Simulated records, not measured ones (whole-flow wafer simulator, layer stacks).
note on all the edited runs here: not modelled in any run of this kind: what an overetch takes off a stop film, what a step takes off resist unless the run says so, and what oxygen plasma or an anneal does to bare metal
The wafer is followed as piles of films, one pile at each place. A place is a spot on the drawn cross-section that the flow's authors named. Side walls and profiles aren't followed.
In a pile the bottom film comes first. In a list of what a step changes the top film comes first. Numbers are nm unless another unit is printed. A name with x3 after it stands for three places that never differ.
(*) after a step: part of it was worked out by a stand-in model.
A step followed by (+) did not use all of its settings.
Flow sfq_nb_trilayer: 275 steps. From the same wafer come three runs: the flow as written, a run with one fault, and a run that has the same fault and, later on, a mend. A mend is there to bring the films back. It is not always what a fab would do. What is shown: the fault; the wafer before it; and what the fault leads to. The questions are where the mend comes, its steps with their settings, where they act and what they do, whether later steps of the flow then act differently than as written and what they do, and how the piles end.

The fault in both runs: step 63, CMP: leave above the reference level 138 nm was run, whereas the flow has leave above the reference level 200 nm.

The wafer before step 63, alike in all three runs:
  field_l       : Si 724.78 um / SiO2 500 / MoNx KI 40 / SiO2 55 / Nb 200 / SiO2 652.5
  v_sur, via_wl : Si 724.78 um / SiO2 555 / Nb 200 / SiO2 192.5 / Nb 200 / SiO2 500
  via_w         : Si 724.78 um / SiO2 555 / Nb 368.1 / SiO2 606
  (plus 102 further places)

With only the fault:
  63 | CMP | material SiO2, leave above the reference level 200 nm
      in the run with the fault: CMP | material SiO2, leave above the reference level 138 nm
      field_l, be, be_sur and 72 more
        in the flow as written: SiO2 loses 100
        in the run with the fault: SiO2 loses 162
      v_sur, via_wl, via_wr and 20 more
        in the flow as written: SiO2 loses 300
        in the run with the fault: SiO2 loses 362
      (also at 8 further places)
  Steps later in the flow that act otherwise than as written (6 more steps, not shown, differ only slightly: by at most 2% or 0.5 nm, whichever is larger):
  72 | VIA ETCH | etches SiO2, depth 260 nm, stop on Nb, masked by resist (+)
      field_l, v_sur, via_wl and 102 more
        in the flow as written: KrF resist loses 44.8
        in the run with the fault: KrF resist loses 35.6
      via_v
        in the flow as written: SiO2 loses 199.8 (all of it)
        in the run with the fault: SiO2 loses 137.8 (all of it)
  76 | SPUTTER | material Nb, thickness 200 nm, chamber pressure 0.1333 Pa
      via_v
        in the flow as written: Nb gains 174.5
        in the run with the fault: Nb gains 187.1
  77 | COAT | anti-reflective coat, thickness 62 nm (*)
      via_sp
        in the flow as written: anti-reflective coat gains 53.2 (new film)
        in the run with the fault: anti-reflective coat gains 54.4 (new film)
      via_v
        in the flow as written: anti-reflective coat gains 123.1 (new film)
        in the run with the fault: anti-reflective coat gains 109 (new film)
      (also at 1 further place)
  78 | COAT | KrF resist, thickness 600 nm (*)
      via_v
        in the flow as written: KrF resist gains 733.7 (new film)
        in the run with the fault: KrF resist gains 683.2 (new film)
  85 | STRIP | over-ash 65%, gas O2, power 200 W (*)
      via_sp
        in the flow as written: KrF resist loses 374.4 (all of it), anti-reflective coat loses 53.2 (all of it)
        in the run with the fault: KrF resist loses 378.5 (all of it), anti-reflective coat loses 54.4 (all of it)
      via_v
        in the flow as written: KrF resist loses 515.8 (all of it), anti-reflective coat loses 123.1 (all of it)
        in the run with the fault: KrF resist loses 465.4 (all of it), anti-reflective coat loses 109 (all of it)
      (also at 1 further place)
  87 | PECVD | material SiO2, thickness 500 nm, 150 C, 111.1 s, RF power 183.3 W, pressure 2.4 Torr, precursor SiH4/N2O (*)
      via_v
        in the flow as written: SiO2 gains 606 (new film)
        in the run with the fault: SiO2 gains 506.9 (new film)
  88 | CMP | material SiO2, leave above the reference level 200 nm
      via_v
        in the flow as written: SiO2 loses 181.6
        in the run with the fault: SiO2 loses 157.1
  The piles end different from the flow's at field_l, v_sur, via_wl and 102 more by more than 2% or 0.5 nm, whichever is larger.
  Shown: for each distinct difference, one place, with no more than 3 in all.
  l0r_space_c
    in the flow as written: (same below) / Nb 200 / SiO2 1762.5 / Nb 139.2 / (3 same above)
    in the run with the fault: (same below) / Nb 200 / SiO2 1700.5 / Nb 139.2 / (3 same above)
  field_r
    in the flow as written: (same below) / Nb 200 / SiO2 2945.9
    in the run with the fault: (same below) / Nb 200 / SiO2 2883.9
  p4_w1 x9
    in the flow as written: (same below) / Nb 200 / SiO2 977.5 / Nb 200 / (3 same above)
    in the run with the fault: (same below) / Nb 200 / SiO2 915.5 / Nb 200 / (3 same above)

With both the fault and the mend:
  The mend stands after step 70.
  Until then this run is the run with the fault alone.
  70a | STRIP | over-ash 65%, gas O2, power 200 W (*)
      field_l, v_sur, via_wl and 102 more
        KrF resist loses 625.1 (all of it), anti-reflective coat loses 62 (all of it)
      via_v
        anti-reflective coat loses 62 (all of it)
  70b | PECVD | material SiO2, thickness 62 nm, 150 C, 13.78 s, RF power 183.3 W, pressure 2.4 Torr, precursor SiH4/N2O (the flow's step 62 again, with other settings)
      field_l, v_sur, via_wl and 103 more
        SiO2 gains 62
  70c | COAT | anti-reflective coat, thickness 62 nm (the flow's step 65 again)
      field_l, v_sur, via_wl and 103 more
        anti-reflective coat gains 62 (new film)
  70d | COAT | KrF resist, thickness 650 nm (the flow's step 66 again)
      field_l, v_sur, via_wl and 103 more
        KrF resist gains 650 (new film)
  70e | SOFTBAKE | KrF resist (the flow's step 67 again)
      does not change any film at any place that is followed
  70f | EXPOSE | photomask I1, dose 11.91 mJ/cm2, NA 0.6, wavelength 248 nm (*) (the flow's step 68 again)
      does not change any film at any place that is followed
  70g | PEB | KrF resist, 90 s (the flow's step 69 again)
      field_l, v_sur, via_wl and 103 more
        KrF resist loses 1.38
  70h | DEVELOP | KrF resist, thickness 650 nm, 60 s (the flow's step 70 again)
      field_l, v_sur, via_wl and 102 more
        KrF resist loses 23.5
      via_v
        KrF resist loses 648.6 (all of it)
  Every later step of the flow that is run acts as written at every place that is followed.
  At every place that both follow, the piles at the end match the flow's.
